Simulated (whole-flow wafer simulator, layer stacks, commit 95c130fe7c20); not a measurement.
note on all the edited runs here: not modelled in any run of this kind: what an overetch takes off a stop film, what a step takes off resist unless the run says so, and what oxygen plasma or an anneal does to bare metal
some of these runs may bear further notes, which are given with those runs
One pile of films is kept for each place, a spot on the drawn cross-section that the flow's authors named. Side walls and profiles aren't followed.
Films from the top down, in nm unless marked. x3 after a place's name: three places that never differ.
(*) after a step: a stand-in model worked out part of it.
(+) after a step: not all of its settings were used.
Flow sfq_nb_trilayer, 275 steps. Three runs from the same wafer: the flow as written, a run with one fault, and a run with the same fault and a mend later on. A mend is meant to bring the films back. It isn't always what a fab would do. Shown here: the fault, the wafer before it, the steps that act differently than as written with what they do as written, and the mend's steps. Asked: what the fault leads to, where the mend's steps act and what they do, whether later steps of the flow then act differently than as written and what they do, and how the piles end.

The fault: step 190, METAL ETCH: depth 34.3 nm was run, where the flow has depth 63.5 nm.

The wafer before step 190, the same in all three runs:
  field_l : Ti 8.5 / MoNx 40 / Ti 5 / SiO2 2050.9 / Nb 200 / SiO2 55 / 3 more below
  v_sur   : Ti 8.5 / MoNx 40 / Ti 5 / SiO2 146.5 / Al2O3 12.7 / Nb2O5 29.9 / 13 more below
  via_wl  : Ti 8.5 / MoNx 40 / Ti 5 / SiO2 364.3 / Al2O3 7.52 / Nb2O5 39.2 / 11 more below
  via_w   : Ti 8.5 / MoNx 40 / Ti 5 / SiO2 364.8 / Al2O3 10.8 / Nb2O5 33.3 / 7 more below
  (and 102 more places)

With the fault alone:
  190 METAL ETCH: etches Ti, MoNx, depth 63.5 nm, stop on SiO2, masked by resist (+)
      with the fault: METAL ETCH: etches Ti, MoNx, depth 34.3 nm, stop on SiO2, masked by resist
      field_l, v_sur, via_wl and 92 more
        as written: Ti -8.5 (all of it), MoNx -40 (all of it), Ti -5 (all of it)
        with the fault: Ti -8.5 (all of it), MoNx -25.8
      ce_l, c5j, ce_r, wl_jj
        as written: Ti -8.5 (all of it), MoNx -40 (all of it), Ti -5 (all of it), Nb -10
        with the fault: Ti -8.5 (all of it), MoNx -25.8
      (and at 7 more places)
  Later steps of the flow that act differently than as written (9 more steps differ only slightly, by at most 2% or 0.5 nm, whichever is larger, and aren't shown):
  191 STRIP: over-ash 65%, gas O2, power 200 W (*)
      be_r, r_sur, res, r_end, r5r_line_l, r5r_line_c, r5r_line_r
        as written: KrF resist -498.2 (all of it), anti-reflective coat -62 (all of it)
        with the fault: KrF resist -509.8 (all of it), anti-reflective coat -62 (all of it)
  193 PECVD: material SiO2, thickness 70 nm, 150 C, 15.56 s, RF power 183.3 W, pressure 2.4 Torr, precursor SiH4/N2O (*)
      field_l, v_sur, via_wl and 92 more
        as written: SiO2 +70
        with the fault: SiO2 +70 (new film)
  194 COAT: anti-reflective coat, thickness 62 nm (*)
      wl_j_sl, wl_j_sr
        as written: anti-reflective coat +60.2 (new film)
        with the fault: anti-reflective coat +62 (new film)
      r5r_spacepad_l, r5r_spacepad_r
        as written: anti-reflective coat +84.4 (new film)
        with the fault: anti-reflective coat +76.1 (new film)
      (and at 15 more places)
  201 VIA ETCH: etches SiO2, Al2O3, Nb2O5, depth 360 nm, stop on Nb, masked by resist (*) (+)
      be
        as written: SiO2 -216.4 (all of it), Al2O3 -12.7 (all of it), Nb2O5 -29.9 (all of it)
        with the fault: SiO2 -69.8 (all of it), MoNx -14.2 (all of it), Ti -5 (all of it), SiO2 -146.5 (all of it), Al2O3 -12.7 (all of it), Nb2O5 -29.9 (all of it)
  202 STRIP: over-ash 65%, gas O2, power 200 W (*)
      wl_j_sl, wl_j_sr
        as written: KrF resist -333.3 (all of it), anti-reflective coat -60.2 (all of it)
        with the fault: KrF resist -333.2 (all of it), anti-reflective coat -62 (all of it)
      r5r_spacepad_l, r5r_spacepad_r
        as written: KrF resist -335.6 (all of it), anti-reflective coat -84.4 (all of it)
        with the fault: KrF resist -334.8 (all of it), anti-reflective coat -76.1 (all of it)
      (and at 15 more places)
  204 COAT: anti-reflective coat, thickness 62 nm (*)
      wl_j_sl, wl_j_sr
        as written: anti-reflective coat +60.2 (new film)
        with the fault: anti-reflective coat +62 (new film)
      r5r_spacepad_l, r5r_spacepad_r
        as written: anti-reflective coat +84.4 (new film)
        with the fault: anti-reflective coat +76.1 (new film)
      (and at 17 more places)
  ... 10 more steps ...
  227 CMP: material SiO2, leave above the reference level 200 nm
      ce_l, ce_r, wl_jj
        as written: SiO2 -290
        with the fault: SiO2 -300
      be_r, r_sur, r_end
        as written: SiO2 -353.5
        with the fault: SiO2 -334.3
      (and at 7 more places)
  At the end the piles differ from the flow's by more than 2% or 0.5 nm, whichever is larger, at field_l, v_sur, via_wl and 103 more.
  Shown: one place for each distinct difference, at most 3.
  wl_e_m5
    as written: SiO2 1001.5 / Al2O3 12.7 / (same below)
    with the fault: SiO2 855 / MoNx 14.2 / Ti 5 / SiO2 146.5 / Al2O3 12.7 / (same below)
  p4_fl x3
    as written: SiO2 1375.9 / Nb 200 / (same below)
    with the fault: SiO2 855 / MoNx 14.2 / Ti 5 / SiO2 520.9 / Nb 200 / (same below)
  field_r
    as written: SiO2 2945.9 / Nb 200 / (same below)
    with the fault: SiO2 855 / MoNx 14.2 / Ti 5 / SiO2 2090.9 / Nb 200 / (same below)

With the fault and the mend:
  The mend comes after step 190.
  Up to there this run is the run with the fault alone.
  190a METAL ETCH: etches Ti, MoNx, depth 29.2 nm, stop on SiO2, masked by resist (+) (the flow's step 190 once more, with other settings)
      field_l, v_sur, via_wl and 92 more
        MoNx -14.2 (all of it), Ti -5 (all of it)
      be_r, r_sur, res, r_end, r5r_line_l, r5r_line_c, r5r_line_r
        KrF resist -11.7
      ce_l, c5j, ce_r, wl_jj
        MoNx -14.2 (all of it), Ti -5 (all of it), Nb -10
  No later step of the flow acts differently than as written at any place that is followed.
  At the end the piles are the same as the flow's at every place that both follow.
